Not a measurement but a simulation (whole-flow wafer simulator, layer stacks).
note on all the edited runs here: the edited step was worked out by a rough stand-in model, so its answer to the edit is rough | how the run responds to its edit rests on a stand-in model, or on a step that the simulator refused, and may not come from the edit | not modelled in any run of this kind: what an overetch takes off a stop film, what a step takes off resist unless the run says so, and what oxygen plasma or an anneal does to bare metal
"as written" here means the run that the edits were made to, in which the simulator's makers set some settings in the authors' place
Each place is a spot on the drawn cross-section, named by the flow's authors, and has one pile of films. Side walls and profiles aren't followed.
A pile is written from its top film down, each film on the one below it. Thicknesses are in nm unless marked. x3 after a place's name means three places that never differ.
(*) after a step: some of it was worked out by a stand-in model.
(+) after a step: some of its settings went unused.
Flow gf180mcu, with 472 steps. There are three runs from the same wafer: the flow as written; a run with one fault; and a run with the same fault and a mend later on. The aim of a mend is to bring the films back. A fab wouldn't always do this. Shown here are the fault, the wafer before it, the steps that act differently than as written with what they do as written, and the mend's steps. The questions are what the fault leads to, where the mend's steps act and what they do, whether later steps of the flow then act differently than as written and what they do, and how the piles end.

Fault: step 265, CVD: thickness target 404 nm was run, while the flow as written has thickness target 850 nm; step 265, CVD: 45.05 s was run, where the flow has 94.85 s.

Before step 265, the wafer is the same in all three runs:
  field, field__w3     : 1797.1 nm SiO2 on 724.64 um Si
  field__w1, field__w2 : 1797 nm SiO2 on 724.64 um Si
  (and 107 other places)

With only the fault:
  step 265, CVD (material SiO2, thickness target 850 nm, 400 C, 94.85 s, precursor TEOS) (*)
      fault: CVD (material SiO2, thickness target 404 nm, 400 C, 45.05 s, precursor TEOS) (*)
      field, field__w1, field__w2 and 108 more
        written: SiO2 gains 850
        fault: SiO2 gains 413.2
  Steps further on in the flow that do not act as written (not shown: 1 more step that differs only slightly, by at most 2% or 0.5 nm, whichever is larger):
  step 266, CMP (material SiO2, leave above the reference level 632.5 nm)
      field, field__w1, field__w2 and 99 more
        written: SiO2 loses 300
        fault: nothing
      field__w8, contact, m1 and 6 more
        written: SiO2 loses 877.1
        fault: SiO2 loses 440.3
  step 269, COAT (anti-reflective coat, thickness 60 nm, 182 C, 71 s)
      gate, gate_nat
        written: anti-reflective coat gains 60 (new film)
        fault: anti-reflective coat gains 61.6 (new film)
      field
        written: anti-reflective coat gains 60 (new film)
        fault: anti-reflective coat gains 115 (new film)
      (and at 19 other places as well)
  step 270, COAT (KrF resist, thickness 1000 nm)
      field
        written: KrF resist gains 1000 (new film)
        fault: KrF resist gains 979.4 (new film)
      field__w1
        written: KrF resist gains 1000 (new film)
        fault: KrF resist gains 976.3 (new film)
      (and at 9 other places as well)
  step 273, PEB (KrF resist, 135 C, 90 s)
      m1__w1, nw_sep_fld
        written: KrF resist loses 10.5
        fault: KrF resist loses 9.69
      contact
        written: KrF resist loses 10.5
        fault: KrF resist loses 9.44
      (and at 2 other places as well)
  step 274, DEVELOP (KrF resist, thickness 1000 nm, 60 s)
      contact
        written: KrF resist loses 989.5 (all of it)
        fault: KrF resist loses 920.3 (all of it)
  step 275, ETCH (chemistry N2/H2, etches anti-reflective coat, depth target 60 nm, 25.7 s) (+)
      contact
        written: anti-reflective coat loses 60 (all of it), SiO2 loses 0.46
        fault: anti-reflective coat loses 22.9 (all of it), SiO2 loses 1.41
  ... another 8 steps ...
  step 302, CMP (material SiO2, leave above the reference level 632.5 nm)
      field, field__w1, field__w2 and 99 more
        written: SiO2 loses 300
        fault: SiO2 loses 287.7
  At field, field__w1, field__w2 and 105 more, the piles at the end differ from the flow's by more than 2% or 0.5 nm, whichever is larger.
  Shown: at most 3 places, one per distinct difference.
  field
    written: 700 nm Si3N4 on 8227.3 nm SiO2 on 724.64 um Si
    fault: 700 nm Si3N4 on 5896.3 nm SiO2 on 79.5 nm W on 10 nm TiN on 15 nm Ti on 2210.3 nm SiO2 on 724.64 um Si
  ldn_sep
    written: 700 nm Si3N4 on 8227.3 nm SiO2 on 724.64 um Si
    fault: 700 nm Si3N4 on 5896.3 nm SiO2 on 79.5 nm W on 10 nm TiN on 15 nm Ti on 2210.2 nm SiO2 on 724.64 um Si
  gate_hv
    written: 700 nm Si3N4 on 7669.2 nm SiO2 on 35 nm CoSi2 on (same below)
    fault: 700 nm Si3N4 on 5896.3 nm SiO2 on 79.5 nm W on 10 nm TiN on 15 nm Ti on 1652.1 nm SiO2 on 35 nm CoSi2 on (same below)

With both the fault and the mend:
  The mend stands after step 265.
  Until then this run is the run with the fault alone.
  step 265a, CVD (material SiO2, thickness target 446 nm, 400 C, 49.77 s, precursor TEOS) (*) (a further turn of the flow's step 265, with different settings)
      field, field__w1, field__w2 and 108 more
        SiO2 gains 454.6
  Steps further on in the flow that do not act as written:
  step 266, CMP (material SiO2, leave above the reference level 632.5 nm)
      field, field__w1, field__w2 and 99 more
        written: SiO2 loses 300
        mend: SiO2 loses 317.9
  The piles end the same as the flow's at every place that both follow.
